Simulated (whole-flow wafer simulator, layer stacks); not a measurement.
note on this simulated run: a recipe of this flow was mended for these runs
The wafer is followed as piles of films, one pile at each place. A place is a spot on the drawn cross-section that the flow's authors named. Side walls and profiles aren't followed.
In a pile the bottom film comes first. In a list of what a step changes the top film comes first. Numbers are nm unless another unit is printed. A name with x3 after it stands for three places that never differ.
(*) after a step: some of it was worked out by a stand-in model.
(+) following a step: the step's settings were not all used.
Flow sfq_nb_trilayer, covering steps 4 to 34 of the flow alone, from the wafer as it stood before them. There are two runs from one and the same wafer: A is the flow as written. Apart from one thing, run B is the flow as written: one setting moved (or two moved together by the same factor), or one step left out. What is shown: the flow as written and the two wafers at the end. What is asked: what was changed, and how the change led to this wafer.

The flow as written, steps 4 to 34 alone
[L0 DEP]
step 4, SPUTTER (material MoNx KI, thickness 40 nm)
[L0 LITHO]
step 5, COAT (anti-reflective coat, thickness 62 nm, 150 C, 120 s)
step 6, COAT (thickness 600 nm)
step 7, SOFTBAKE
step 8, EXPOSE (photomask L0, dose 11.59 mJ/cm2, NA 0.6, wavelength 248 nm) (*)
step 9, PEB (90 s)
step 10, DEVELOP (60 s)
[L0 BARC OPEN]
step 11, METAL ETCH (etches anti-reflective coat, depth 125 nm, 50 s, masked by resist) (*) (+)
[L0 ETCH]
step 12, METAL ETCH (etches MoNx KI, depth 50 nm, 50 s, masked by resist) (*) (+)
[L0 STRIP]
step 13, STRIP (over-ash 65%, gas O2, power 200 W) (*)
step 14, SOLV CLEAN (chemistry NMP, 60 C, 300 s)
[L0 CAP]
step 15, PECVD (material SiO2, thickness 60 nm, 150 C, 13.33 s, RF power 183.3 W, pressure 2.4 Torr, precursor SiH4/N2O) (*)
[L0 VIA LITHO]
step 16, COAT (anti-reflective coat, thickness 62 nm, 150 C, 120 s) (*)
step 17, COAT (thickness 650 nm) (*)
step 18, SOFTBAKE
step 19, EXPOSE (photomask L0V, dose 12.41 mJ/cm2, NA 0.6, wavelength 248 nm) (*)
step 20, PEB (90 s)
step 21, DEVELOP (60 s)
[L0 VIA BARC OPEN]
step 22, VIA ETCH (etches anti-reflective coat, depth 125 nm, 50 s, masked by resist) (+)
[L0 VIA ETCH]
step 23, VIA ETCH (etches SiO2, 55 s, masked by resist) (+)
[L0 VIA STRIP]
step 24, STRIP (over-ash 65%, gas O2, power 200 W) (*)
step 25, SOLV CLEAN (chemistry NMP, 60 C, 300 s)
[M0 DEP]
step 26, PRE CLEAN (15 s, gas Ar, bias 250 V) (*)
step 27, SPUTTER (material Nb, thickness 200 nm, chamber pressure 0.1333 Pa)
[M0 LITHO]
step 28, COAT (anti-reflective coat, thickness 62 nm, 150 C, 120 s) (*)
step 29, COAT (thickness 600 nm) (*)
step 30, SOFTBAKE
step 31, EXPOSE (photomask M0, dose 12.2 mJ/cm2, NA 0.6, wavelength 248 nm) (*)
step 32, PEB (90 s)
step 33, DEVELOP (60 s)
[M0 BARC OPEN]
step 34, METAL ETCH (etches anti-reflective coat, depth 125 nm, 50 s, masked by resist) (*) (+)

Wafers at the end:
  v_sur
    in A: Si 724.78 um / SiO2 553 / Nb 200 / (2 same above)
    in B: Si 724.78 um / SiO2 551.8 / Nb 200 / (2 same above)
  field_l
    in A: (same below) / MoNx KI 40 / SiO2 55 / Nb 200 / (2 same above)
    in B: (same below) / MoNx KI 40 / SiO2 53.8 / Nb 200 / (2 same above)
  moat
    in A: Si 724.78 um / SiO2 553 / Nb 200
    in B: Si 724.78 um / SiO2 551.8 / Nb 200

The reason: step 26, PRE CLEAN: 18.6 s was run, while the flow as written has 15 s.

Step by step, how the change led to this:
  step 26, PRE CLEAN (15 s, gas Ar, bias 250 V) (*)
      field_l, v_sur, via_wl and 102 more: A SiO2 loses 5 | B SiO2 loses 6.2
      l0v: A MoNx KI loses 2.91 | B MoNx KI loses 3.66
